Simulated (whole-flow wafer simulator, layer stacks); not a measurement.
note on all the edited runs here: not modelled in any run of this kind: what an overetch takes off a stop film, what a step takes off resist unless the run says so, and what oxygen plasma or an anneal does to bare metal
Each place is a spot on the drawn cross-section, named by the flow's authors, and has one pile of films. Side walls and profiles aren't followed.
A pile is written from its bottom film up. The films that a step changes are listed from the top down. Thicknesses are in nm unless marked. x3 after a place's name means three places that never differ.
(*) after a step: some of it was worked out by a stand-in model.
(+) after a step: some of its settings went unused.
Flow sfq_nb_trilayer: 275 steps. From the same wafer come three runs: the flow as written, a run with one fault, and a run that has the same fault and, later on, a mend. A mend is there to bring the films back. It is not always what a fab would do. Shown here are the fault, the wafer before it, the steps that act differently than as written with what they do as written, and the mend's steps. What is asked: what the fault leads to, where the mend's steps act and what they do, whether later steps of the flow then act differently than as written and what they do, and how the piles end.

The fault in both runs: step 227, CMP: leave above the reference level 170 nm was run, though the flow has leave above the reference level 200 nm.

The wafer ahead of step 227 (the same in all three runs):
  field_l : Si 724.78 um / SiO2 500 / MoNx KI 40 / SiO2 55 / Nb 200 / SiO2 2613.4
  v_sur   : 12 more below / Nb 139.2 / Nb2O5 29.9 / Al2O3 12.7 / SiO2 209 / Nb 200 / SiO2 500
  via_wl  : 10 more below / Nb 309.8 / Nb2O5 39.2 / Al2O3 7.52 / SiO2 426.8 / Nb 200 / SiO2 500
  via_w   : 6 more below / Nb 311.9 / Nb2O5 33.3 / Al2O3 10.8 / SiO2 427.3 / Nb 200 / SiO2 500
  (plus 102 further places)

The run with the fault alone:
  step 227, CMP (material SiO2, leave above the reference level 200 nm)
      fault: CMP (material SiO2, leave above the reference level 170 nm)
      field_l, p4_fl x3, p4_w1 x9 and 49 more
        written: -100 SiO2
        fault: -130 SiO2
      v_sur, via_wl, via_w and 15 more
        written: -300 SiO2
        fault: -330 SiO2
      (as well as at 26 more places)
  Steps later in the flow that act otherwise than as written (4 other steps are not shown; they differ only slightly, by no more than 2% or 0.5 nm, whichever is larger):
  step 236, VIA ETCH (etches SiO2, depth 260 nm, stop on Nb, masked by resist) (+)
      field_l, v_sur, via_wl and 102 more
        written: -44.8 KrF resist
        fault: -43.9 KrF resist
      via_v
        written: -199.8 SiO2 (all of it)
        fault: -169.8 SiO2 (all of it)
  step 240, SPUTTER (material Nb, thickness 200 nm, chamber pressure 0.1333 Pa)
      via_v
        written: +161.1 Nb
        fault: +168.3 Nb
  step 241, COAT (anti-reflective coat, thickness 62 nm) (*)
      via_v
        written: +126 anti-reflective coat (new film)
        fault: +119.4 anti-reflective coat (new film)
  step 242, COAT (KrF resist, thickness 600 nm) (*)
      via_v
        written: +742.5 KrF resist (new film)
        fault: +717 KrF resist (new film)
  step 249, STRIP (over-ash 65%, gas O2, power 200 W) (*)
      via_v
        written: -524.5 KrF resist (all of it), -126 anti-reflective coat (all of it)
        fault: -499.1 KrF resist (all of it), -119.4 anti-reflective coat (all of it)
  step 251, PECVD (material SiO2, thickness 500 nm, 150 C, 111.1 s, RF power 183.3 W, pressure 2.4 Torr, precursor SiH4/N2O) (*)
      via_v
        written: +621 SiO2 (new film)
        fault: +583.7 SiO2 (new film)
  At v_sur, via_wl, via_w and 80 more, the piles at the end differ from the flow's by more than 2% or 0.5 nm, whichever is larger.
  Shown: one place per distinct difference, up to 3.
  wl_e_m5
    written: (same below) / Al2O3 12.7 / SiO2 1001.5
    fault: (same below) / Al2O3 12.7 / SiO2 971.5
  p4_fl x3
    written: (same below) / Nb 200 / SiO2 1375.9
    fault: (same below) / Nb 200 / SiO2 1345.9
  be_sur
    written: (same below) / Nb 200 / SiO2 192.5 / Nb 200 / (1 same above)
    fault: (same below) / Nb 200 / SiO2 162.5 / Nb 200 / (1 same above)

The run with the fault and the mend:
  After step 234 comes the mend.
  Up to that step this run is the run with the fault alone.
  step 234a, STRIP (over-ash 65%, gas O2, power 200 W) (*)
      field_l, v_sur, via_wl and 102 more
        -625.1 KrF resist (all of it), -62 anti-reflective coat (all of it)
      via_v
        -62 anti-reflective coat (all of it)
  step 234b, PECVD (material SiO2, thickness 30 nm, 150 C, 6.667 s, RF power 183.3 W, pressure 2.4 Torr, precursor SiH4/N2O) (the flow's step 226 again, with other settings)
      field_l, v_sur, via_wl and 103 more
        +30 SiO2
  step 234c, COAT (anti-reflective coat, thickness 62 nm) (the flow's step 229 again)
      field_l, v_sur, via_wl and 103 more
        +62 anti-reflective coat (new film)
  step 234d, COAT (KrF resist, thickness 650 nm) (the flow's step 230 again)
      field_l, v_sur, via_wl and 103 more
        +650 KrF resist (new film)
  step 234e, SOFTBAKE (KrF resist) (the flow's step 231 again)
      alters no film at any place that is followed
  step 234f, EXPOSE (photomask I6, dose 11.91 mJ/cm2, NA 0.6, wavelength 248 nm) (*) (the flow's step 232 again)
      alters no film at any place that is followed
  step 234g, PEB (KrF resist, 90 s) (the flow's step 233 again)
      field_l, v_sur, via_wl and 103 more
        -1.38 KrF resist
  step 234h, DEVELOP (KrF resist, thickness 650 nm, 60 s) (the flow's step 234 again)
      field_l, v_sur, via_wl and 102 more
        -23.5 KrF resist
      via_v
        -648.6 KrF resist (all of it)
  None of the later steps of the flow differs from how it acts as written, at any place that is followed, by more than 2% or 0.5 nm, whichever is larger.
  The piles end the same as the flow's at every place that both follow.
